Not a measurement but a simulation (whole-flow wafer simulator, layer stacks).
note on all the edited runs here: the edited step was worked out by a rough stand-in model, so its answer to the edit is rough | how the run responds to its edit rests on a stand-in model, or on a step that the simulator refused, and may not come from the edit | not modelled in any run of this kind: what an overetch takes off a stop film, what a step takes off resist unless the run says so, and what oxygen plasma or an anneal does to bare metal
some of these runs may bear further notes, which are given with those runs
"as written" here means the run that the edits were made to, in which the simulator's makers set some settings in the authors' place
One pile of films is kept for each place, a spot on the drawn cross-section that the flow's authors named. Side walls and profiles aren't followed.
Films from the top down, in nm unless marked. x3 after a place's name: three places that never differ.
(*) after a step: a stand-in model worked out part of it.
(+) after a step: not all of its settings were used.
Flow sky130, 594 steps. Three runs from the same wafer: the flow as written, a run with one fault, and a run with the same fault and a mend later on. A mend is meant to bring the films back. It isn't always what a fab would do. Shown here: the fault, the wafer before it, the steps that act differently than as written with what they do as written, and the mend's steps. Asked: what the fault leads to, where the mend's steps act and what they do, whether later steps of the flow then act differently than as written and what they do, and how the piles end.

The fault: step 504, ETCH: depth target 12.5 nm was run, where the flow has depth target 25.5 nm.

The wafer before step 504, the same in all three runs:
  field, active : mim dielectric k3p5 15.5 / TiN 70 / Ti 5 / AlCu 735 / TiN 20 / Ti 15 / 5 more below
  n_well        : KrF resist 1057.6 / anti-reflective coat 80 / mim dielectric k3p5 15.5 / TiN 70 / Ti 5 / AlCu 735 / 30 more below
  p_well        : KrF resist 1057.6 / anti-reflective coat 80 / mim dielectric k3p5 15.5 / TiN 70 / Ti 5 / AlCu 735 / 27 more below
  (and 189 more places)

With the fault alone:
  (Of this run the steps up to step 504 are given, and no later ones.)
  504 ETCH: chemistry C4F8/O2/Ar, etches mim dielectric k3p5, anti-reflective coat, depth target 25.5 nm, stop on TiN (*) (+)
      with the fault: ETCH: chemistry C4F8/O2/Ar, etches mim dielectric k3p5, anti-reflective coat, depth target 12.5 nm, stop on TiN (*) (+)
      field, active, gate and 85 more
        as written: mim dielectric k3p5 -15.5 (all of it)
        with the fault: mim dielectric k3p5 -12.5
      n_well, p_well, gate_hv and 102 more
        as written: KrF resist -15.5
        with the fault: KrF resist -8.33
  After step 504 the piles differ from the flow's by more than 2% or 0.5 nm, whichever is larger, at field, active, gate and 85 more.
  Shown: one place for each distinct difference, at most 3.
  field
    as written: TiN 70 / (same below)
    with the fault: mim dielectric k3p5 3 / TiN 70 / (same below)

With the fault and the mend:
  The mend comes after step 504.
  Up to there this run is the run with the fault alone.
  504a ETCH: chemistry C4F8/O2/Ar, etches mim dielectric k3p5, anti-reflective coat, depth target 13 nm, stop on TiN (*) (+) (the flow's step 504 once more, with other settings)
      n_well, p_well, gate_hv and 102 more
        KrF resist -3
      field, active, gate and 85 more
        mim dielectric k3p5 -3 (all of it)
  No later step of the flow acts differently than as written, at any place that is followed, by more than 2% or 0.5 nm, whichever is larger.
  At the end the piles are the same as the flow's at every place that both follow.
